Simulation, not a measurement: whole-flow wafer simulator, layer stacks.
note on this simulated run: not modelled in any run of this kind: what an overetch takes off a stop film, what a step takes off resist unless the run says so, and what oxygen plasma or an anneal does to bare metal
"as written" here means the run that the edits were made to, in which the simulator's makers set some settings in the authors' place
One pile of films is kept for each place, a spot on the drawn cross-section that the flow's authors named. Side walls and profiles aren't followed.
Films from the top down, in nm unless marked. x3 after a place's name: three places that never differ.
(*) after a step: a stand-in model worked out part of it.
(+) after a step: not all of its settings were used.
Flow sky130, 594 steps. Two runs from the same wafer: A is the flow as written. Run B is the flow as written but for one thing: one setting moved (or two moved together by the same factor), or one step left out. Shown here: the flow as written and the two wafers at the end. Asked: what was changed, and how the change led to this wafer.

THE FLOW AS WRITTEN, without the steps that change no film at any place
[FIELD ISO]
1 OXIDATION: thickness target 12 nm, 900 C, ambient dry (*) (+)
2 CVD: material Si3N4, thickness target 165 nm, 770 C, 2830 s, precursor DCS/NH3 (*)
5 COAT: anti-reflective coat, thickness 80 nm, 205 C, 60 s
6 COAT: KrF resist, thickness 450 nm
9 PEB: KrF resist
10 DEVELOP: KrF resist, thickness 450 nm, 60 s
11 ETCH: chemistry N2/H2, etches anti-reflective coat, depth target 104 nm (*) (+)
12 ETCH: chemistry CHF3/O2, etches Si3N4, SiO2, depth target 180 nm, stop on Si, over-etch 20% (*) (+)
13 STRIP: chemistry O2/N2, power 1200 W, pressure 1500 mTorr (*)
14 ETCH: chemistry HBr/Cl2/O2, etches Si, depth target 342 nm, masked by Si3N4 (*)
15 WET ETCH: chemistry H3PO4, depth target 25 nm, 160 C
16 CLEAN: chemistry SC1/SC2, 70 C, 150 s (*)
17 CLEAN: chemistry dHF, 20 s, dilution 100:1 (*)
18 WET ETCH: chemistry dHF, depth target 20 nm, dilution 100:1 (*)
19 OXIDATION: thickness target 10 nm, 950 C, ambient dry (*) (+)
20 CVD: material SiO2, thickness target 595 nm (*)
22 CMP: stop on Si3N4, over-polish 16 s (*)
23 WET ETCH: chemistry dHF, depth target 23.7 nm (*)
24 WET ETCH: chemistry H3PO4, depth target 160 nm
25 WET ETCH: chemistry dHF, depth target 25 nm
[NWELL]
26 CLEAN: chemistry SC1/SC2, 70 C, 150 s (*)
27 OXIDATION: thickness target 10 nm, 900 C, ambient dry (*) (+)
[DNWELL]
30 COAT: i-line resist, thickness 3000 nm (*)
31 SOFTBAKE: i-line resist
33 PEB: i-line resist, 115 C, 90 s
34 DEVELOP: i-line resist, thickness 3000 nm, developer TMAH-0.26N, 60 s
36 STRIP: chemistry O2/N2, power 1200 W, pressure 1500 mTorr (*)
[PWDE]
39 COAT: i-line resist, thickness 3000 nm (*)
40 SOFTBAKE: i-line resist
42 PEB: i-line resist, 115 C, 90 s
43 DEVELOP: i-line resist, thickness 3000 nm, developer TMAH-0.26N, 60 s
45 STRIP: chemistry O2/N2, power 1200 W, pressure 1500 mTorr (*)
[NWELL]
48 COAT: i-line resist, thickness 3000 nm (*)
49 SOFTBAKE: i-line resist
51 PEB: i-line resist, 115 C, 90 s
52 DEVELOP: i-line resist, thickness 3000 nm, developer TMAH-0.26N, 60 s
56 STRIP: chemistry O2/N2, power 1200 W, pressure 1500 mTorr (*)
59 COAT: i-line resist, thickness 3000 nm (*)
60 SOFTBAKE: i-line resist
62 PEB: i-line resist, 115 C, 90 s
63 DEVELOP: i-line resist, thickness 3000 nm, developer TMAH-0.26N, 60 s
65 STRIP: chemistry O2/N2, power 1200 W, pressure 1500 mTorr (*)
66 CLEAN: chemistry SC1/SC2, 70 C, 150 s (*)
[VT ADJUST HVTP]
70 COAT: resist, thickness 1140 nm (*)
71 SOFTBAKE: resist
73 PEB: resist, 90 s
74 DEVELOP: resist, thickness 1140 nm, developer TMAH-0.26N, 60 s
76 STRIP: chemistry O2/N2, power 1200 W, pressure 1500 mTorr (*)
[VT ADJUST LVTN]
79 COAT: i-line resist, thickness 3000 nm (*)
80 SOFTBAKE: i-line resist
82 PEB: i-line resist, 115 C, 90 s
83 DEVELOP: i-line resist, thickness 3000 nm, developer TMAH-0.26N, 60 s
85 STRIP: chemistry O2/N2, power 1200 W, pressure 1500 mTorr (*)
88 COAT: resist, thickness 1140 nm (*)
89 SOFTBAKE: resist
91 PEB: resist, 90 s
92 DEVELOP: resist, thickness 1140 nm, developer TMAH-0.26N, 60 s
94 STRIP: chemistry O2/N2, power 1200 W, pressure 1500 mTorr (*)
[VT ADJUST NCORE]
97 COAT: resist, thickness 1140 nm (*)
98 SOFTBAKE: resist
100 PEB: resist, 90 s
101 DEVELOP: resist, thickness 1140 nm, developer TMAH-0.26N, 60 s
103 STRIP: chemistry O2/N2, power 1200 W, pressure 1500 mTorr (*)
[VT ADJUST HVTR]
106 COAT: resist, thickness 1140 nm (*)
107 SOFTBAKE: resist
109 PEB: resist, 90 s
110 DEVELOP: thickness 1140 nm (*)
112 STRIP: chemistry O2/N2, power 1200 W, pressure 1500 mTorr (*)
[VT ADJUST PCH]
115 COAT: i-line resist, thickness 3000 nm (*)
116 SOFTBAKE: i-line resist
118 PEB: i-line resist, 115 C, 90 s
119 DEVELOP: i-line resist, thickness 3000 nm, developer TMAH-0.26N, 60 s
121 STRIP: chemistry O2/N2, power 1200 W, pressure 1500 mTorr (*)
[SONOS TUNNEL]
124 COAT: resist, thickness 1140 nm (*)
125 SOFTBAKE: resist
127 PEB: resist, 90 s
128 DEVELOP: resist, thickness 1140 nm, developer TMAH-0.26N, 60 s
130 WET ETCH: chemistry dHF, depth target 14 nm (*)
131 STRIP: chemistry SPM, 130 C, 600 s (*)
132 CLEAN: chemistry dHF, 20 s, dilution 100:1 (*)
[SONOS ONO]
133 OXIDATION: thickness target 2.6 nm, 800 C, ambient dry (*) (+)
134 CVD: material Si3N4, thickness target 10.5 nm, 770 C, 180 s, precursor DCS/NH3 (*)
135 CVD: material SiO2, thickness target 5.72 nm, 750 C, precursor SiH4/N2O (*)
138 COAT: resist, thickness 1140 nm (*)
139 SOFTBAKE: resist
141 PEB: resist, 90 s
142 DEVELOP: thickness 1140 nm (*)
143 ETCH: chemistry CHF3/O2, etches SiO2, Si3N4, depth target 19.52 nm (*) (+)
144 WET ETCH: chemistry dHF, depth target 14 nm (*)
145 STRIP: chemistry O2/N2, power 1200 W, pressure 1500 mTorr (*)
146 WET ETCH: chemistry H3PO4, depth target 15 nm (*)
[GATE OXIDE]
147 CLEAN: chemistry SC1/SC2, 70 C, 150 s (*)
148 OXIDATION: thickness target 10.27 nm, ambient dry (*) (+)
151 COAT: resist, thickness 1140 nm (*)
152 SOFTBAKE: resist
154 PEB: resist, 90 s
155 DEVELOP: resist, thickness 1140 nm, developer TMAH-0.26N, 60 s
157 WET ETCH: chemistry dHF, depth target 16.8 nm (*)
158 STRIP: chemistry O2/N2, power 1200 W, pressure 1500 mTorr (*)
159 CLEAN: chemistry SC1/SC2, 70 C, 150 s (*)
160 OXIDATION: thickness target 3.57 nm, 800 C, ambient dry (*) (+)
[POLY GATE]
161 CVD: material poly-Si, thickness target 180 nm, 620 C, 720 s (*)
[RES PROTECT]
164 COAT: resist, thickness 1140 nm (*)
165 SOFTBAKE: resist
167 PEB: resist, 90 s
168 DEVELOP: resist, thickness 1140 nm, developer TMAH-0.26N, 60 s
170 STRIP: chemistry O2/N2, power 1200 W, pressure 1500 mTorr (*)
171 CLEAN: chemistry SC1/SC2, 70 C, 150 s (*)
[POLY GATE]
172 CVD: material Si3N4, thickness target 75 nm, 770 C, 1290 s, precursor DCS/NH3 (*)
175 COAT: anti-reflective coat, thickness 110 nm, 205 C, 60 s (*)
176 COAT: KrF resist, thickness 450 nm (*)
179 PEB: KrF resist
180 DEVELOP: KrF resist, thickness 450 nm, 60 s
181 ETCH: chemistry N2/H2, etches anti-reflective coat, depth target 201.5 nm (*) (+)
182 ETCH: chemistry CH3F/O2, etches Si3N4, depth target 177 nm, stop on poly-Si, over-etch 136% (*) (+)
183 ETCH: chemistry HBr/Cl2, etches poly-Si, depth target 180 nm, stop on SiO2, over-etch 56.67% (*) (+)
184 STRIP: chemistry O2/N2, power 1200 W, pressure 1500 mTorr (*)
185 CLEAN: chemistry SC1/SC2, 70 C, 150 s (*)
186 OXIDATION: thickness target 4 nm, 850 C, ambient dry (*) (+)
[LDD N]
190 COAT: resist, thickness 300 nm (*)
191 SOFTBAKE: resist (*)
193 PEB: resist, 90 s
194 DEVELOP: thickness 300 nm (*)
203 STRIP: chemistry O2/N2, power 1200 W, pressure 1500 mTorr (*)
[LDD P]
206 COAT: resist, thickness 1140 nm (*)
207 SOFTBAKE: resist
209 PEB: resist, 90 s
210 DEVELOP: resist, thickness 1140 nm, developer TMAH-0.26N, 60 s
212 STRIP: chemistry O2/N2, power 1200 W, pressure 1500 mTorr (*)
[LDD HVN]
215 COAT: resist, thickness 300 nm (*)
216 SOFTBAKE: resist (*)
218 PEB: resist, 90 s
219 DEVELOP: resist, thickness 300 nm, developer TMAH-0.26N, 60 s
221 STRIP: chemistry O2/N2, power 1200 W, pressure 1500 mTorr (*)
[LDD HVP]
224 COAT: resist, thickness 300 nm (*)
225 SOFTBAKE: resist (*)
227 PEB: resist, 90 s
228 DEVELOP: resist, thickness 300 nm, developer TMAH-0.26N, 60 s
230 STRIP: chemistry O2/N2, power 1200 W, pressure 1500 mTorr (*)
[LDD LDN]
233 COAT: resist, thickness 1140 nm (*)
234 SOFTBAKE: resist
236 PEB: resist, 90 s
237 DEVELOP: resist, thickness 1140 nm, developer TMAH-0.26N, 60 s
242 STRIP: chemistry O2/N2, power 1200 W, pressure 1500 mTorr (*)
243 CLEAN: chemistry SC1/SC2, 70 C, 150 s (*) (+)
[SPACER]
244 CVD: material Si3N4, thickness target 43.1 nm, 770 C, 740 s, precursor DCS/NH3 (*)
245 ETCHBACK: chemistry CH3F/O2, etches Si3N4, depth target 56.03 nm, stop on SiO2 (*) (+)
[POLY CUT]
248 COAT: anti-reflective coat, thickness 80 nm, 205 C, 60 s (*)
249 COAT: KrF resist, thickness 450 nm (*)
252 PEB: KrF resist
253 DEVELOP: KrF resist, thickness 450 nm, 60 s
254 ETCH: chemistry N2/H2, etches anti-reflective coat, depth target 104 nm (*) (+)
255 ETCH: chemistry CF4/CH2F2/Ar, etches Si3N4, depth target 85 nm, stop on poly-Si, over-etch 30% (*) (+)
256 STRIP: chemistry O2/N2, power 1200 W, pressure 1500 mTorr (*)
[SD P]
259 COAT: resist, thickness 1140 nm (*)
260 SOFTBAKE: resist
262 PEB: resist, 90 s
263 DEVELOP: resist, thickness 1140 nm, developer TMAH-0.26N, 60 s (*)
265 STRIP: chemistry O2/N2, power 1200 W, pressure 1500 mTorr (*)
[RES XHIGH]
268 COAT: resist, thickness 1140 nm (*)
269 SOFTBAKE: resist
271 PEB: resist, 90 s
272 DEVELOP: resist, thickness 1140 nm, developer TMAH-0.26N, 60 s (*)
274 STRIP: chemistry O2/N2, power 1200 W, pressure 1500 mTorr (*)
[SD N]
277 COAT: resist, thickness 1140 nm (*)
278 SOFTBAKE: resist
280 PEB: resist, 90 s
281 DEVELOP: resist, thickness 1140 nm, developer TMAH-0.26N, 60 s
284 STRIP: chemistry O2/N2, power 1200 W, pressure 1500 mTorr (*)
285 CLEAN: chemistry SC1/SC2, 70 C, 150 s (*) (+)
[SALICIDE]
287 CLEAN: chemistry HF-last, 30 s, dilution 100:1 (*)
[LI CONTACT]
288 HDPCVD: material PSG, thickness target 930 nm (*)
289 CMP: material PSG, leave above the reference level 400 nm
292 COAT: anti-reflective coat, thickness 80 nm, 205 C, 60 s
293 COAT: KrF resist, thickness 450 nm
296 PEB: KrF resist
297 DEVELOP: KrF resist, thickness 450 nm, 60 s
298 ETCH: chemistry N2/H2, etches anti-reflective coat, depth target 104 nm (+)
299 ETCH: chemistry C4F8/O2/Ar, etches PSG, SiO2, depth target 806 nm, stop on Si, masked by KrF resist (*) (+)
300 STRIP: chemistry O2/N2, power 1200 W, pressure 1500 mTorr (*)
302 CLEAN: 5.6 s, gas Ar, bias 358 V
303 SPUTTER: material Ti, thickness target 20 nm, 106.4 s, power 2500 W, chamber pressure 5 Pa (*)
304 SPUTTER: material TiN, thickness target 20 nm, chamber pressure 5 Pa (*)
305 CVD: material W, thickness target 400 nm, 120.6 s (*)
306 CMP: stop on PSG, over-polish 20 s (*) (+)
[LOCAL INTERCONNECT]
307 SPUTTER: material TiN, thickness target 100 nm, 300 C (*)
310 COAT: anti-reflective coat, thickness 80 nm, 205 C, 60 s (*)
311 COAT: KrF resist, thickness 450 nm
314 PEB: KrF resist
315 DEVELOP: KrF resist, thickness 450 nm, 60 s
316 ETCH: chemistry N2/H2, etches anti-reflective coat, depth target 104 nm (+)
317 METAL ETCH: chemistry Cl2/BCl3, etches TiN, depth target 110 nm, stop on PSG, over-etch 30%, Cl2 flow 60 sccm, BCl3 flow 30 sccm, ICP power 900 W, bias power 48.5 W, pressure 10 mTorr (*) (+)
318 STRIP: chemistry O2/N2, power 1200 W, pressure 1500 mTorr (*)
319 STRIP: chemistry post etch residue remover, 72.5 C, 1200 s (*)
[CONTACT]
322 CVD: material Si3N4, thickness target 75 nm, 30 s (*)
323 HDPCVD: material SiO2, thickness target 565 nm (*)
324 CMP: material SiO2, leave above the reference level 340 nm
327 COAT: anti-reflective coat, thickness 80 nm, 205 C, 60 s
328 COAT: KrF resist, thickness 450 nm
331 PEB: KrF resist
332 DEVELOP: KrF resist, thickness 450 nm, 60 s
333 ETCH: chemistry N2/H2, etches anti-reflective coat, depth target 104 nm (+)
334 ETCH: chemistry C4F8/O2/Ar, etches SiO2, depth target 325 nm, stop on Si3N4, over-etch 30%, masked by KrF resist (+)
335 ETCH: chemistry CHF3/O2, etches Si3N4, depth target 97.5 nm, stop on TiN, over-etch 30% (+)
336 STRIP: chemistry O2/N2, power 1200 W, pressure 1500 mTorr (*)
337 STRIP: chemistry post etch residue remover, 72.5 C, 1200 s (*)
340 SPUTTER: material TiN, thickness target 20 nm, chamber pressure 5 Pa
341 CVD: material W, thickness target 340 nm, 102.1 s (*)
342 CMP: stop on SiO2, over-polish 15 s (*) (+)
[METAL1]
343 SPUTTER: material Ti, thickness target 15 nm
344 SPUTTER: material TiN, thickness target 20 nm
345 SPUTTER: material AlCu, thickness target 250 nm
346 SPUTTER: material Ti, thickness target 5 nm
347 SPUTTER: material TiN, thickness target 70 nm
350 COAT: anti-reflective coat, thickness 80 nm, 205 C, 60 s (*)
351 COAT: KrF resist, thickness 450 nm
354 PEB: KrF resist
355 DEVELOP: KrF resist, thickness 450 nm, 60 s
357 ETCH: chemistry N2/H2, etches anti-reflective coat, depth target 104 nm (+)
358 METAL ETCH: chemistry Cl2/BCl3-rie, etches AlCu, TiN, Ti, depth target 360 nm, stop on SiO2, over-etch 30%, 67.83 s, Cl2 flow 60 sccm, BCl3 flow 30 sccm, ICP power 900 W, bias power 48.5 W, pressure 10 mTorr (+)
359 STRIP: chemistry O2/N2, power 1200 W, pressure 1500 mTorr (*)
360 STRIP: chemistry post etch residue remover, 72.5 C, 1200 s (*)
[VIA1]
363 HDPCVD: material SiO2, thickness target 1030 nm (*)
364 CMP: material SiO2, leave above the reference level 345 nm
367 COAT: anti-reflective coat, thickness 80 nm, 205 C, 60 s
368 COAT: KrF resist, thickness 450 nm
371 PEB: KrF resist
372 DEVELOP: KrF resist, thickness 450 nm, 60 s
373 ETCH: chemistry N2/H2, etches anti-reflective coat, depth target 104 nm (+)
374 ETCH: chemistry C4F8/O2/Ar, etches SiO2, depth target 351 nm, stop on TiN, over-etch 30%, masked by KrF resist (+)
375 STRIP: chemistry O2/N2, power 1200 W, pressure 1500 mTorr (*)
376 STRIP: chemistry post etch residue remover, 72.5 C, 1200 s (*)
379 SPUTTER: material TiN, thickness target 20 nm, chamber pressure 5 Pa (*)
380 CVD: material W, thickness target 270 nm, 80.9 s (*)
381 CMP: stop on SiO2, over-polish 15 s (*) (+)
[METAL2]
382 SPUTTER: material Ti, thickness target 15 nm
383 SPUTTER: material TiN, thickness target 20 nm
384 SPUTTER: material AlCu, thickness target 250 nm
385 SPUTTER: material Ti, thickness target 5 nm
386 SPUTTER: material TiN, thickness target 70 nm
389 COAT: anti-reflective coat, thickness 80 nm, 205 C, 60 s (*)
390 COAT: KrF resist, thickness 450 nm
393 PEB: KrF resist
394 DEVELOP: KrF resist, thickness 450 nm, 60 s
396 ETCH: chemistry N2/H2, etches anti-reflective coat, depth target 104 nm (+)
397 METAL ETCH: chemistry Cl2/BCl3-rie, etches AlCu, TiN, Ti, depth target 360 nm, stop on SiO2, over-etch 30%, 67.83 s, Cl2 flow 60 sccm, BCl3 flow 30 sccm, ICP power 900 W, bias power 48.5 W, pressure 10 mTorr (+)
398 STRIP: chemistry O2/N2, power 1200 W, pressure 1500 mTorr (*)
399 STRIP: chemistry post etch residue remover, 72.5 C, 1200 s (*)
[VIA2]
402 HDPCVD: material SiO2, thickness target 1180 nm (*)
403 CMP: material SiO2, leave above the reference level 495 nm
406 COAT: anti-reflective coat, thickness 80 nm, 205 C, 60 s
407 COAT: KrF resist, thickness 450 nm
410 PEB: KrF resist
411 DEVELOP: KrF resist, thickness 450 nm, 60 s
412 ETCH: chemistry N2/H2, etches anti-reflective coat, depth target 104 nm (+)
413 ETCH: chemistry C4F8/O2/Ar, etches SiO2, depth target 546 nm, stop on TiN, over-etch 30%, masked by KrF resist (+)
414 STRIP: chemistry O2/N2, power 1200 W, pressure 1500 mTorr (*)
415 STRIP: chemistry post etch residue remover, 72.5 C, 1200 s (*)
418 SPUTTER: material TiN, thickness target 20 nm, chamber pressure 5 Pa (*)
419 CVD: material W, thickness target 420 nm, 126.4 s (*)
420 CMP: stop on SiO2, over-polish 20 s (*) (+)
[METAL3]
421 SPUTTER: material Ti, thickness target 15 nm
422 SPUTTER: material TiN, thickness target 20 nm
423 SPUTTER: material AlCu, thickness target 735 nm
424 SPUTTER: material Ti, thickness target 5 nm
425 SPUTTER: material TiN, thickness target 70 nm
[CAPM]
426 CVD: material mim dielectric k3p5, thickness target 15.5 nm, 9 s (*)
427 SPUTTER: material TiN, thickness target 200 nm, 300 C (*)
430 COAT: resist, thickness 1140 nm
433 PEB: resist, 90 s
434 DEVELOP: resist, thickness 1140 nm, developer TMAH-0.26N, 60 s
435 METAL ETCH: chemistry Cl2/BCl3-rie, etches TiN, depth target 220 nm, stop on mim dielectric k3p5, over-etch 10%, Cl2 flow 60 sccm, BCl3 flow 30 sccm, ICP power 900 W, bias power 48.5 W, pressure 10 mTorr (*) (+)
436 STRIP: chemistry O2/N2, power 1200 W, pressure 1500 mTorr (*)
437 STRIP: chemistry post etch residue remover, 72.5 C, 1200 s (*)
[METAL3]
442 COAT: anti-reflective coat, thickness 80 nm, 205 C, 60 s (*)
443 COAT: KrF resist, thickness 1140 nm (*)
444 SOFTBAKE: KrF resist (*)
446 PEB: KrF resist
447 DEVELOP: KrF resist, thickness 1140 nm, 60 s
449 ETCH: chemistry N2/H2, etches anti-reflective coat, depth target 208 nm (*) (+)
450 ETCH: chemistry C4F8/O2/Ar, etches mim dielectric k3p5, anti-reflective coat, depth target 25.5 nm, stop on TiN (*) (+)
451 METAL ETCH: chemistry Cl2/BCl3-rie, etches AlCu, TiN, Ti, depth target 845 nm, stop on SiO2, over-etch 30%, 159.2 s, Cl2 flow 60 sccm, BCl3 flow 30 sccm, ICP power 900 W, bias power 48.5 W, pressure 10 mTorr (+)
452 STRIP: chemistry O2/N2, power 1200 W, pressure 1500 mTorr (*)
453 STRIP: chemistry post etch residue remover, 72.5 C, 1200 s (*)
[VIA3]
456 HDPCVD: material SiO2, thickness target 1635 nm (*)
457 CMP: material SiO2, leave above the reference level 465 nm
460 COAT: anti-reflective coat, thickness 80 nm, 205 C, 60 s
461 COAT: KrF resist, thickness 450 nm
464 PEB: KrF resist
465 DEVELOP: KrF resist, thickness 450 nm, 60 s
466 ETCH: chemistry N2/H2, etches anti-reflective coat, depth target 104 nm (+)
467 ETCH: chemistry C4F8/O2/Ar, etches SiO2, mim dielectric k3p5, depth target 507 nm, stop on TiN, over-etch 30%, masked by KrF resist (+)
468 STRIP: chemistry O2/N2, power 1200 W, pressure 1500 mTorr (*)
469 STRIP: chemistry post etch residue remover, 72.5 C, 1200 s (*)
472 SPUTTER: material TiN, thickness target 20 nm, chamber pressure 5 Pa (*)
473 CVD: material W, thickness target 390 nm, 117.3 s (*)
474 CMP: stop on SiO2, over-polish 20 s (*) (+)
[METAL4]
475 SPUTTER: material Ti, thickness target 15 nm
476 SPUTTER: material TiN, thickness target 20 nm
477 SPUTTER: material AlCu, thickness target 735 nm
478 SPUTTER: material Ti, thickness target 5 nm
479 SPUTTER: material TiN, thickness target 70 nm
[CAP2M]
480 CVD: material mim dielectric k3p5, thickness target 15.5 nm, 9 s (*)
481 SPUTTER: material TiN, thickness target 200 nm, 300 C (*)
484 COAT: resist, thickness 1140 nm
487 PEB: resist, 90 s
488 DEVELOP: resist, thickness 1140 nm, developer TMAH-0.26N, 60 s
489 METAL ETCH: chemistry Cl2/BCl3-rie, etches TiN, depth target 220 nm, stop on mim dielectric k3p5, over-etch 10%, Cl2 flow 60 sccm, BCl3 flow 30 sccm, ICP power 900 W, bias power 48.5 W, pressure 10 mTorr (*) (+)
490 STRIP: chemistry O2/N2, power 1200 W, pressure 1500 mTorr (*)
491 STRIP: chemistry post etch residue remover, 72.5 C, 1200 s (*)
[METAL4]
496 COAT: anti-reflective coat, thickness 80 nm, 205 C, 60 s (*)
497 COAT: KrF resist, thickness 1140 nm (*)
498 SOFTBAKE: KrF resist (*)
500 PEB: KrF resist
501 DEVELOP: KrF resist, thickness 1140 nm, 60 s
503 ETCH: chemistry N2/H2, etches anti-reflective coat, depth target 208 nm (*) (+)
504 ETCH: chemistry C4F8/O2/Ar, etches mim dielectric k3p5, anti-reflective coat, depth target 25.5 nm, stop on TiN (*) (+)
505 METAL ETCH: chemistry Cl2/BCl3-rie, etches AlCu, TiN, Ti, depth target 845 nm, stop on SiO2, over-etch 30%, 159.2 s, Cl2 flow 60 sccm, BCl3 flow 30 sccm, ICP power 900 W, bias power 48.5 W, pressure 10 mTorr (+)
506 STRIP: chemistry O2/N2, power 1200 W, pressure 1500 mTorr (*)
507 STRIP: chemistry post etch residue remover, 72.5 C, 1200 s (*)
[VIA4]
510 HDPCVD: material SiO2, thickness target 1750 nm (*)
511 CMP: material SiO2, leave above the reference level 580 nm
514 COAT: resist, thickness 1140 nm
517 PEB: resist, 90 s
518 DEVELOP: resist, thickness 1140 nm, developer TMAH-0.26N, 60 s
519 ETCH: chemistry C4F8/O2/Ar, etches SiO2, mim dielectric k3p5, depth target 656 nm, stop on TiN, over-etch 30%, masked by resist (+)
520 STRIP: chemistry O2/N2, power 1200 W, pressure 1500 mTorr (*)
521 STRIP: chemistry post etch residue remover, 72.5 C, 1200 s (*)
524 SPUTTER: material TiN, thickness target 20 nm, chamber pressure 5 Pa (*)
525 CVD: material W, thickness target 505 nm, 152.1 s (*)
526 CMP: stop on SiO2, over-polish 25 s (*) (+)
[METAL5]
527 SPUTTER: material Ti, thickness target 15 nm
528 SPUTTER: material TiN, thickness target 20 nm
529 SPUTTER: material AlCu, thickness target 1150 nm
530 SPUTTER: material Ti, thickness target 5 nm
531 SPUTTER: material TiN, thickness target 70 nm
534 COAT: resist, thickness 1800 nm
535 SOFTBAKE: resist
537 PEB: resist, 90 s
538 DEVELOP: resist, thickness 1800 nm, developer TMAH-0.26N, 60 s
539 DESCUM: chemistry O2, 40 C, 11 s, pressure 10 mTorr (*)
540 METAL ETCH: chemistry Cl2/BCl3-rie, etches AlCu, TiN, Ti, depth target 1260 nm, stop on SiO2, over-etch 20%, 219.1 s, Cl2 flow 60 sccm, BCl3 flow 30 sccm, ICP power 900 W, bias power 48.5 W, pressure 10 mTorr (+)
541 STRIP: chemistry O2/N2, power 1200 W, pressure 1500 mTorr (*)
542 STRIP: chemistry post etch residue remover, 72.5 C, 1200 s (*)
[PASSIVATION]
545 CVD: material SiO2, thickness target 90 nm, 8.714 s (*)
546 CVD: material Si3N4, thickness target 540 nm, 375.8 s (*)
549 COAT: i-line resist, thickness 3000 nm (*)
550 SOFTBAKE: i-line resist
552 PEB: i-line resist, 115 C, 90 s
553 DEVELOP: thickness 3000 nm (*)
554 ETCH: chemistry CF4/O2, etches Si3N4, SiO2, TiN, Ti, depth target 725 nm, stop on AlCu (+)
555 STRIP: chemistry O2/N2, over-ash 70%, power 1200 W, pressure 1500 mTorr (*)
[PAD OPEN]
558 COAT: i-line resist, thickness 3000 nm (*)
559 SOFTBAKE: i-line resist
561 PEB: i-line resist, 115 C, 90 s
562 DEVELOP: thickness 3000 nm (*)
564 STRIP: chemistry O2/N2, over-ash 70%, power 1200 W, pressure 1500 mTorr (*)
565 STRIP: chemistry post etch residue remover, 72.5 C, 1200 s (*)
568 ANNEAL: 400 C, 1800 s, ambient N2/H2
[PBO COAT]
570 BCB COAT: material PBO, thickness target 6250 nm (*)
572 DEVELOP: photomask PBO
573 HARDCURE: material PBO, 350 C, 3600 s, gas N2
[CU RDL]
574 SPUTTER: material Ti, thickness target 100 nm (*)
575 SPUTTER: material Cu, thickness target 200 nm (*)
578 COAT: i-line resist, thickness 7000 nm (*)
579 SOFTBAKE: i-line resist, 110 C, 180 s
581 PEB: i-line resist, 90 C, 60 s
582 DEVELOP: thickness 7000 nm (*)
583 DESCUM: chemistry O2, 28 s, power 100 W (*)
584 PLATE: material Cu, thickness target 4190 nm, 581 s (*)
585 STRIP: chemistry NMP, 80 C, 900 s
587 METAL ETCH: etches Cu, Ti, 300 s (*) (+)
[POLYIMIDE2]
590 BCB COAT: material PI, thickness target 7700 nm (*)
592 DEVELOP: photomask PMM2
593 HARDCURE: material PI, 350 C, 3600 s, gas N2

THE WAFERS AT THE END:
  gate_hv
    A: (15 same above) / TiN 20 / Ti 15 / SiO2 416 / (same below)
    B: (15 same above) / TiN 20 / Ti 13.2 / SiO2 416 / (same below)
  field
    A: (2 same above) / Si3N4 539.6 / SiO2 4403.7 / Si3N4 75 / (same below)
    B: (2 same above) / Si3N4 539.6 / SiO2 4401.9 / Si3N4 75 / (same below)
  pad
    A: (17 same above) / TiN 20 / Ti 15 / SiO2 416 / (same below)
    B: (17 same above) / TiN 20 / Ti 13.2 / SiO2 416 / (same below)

The cause: step 421, SPUTTER: thickness target 13.2 nm was run, where the flow has thickness target 15 nm.
It can be read off the wafer: gate_hv has Ti 13.2, and step 421 as written asks for 15 nm.

How the change led to this, step by step:
  421 SPUTTER: material Ti, thickness target 15 nm
      field, active, n_well and 188 more: A Ti +15 (new film) | B Ti +13.2 (new film)
  451 METAL ETCH: chemistry Cl2/BCl3-rie, etches AlCu, TiN, Ti, depth target 845 nm, stop on SiO2, over-etch 30%, 159.2 s, Cl2 flow 60 sccm, BCl3 flow 30 sccm, ICP power 900 W, bias power 48.5 W, pressure 10 mTorr (+)
      field, active, gate and 69 more: A TiN -70 (all of it), Ti -5 (all of it), AlCu -735 (all of it), TiN -20 (all of it), Ti -15 (all of it), SiO2 -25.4 | B TiN -70 (all of it), Ti -5 (all of it), AlCu -735 (all of it), TiN -20 (all of it), Ti -13.2 (all of it), SiO2 -25.5
      vpp_ln, vpp_iso2, ndiff_ln and 10 more: A TiN -70 (all of it), Ti -5 (all of it), AlCu -735 (all of it), TiN -20 (all of it), Ti -15 (all of it), SiO2 -25.3 | B TiN -70 (all of it), Ti -5 (all of it), AlCu -735 (all of it), TiN -20 (all of it), Ti -13.2 (all of it), SiO2 -25.5
